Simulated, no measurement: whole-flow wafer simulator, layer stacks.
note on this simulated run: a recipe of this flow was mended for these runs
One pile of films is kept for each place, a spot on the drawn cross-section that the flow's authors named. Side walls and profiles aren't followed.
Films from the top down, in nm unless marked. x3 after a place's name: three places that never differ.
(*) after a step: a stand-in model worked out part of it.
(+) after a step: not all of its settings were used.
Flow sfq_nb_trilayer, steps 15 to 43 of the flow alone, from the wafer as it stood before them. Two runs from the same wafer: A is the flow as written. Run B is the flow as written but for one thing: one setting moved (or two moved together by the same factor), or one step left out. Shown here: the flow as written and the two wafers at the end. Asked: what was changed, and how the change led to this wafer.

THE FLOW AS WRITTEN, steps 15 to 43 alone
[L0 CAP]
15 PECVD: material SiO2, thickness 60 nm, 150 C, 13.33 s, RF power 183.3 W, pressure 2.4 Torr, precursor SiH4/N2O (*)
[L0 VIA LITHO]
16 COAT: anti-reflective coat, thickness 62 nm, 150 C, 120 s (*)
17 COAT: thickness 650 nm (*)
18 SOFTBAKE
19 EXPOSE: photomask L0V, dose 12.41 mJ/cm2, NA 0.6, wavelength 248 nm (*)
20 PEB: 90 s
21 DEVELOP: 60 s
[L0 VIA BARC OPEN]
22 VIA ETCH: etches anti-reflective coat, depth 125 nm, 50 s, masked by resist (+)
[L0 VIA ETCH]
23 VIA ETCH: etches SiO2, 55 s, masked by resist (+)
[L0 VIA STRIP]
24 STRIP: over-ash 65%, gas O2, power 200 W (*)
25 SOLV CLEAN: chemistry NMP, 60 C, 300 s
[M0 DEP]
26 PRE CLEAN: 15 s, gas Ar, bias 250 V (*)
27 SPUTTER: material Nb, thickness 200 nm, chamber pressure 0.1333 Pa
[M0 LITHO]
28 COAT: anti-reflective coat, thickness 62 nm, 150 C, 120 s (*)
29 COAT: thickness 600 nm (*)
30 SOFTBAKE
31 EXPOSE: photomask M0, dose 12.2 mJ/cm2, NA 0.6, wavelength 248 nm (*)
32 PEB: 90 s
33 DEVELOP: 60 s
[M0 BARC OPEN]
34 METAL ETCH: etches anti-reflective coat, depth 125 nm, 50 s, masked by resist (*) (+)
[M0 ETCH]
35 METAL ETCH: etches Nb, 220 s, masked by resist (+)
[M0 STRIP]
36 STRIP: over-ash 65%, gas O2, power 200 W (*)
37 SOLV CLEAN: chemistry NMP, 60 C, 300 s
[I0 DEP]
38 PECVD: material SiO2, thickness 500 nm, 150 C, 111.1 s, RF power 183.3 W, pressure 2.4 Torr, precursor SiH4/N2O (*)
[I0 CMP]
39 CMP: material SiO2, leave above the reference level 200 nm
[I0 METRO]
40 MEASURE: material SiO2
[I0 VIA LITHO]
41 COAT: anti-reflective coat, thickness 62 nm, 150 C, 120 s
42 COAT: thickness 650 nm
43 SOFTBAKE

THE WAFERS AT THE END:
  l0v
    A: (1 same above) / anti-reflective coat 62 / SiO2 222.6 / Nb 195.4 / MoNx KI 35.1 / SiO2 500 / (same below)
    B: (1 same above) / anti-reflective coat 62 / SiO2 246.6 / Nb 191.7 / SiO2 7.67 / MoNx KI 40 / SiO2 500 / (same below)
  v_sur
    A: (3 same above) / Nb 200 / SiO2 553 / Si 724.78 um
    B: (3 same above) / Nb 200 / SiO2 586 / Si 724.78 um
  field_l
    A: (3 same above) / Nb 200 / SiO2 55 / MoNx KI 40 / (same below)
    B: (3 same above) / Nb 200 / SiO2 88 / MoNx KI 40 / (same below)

The cause: step 15, PECVD: thickness 93 nm was run, where the flow has thickness 60 nm; step 15, PECVD: 20.67 s was run, where the flow has 13.33 s.

How the change led to this, step by step:
  15 PECVD: material SiO2, thickness 60 nm, 150 C, 13.33 s, RF power 183.3 W, pressure 2.4 Torr, precursor SiH4/N2O (*)
      v_sur, via_wl, via_w and 97 more: A SiO2 +60 | B SiO2 +93
      field_l, l0_sur, l0v, l0r_line_l, l0r_line_c, l0r_line_r: A SiO2 +60 (new film) | B SiO2 +93 (new film)
  23 VIA ETCH: etches SiO2, 55 s, masked by resist (+)
      l0v: A SiO2 -59.7 (all of it), MoNx KI -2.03 | B SiO2 -80
  26 PRE CLEAN: 15 s, gas Ar, bias 250 V (*)
      l0v: A MoNx KI -2.91 | B SiO2 -5
  28 COAT: anti-reflective coat, thickness 62 nm, 150 C, 120 s (*)
      ln_m6: A anti-reflective coat +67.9 (new film) | B anti-reflective coat +70.2 (new film)
      lsp_r: A anti-reflective coat +71.1 (new film) | B anti-reflective coat +73.1 (new film)
      (and at 2 more places)
  29 COAT: thickness 600 nm (*)
      l0v: A KrF-resist-other-grade +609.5 (new film) | B KrF-resist-other-grade +623.6 (new film)
  36 STRIP: over-ash 65%, gas O2, power 200 W (*)
      ln_m6: A KrF-resist-other-grade -369.9 (all of it), anti-reflective coat -67.9 (all of it) | B KrF-resist-other-grade -367.5 (all of it), anti-reflective coat -70.2 (all of it)
      lsp_r: A KrF-resist-other-grade -368.6 (all of it), anti-reflective coat -71.1 (all of it) | B KrF-resist-other-grade -365.3 (all of it), anti-reflective coat -73.1 (all of it)
      (and at 2 more places)
  39 CMP: material SiO2, leave above the reference level 200 nm
      l0v: A SiO2 -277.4 | B SiO2 -253.4
Counting metal films that touch as one body, l0v has 2 bodies (between them, from the top down: SiO2 7.67); the flow as written gives 1 body.
